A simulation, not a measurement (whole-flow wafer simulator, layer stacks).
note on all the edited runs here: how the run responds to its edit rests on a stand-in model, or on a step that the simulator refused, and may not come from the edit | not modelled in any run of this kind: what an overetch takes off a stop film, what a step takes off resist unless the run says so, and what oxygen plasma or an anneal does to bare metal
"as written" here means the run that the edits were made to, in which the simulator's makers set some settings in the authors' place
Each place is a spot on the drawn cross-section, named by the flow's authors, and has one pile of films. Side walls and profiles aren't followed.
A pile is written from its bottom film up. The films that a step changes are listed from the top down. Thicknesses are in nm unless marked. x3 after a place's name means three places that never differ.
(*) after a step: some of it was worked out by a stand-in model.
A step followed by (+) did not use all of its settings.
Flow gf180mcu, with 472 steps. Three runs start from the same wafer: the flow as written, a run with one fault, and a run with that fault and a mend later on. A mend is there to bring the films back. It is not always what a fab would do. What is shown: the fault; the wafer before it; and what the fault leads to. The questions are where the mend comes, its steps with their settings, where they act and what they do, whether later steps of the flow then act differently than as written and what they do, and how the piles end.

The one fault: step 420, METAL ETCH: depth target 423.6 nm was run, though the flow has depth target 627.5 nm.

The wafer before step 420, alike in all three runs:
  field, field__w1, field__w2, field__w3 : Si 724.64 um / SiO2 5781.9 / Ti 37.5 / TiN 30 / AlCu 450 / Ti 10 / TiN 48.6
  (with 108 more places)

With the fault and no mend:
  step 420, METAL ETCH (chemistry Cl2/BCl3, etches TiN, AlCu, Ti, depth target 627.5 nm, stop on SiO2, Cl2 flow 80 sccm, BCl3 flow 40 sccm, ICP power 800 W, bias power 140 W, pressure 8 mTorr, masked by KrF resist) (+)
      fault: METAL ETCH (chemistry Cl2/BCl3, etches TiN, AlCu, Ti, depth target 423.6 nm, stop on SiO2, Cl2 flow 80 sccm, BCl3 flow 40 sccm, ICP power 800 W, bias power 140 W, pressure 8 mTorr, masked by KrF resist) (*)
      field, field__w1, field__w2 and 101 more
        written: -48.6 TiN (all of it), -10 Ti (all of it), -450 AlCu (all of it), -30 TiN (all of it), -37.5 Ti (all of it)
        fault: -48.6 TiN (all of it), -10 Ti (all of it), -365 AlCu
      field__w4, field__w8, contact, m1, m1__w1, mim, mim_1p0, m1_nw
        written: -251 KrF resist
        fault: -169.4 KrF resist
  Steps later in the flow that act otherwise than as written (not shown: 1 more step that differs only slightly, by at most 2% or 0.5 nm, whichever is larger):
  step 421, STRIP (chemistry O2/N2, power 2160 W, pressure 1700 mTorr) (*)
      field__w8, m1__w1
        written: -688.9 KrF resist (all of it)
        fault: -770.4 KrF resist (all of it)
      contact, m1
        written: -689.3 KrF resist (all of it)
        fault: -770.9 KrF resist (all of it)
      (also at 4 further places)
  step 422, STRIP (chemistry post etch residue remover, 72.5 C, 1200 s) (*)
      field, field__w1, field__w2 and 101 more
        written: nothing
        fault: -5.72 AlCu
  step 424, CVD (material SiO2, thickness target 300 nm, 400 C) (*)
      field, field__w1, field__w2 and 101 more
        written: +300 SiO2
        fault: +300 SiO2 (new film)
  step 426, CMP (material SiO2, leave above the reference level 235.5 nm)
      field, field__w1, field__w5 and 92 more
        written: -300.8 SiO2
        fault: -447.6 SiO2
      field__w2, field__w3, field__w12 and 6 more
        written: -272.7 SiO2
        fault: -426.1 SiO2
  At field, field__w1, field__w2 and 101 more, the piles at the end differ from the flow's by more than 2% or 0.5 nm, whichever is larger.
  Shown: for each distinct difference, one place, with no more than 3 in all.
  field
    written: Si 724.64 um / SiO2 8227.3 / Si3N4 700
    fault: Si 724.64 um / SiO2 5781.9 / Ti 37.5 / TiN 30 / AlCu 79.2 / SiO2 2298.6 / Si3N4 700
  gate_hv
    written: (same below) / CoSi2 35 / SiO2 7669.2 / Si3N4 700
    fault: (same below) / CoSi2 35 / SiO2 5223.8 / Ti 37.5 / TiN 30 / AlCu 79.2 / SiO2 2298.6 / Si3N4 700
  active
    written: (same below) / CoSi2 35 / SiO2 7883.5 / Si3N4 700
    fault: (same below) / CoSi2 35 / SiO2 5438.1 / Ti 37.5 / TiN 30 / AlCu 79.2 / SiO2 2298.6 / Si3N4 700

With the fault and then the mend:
  The mend stands after step 420.
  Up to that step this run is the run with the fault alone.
  step 420a, METAL ETCH (chemistry Cl2/BCl3, etches TiN, AlCu, Ti, depth target 203.9 nm, stop on SiO2, Cl2 flow 80 sccm, BCl3 flow 40 sccm, ICP power 800 W, bias power 140 W, pressure 8 mTorr, masked by KrF resist) (+) (a further turn of the flow's step 420, with different settings)
      field, field__w1, field__w2 and 101 more
        -85 AlCu (all of it), -30 TiN (all of it), -37.5 Ti (all of it)
      field__w4, field__w8, contact, m1, m1__w1, mim, mim_1p0, m1_nw
        -81.6 KrF resist
  Later steps of the flow that are run all act as written at every place that is followed.
  By the end, the piles equal the flow's at every place that both follow.
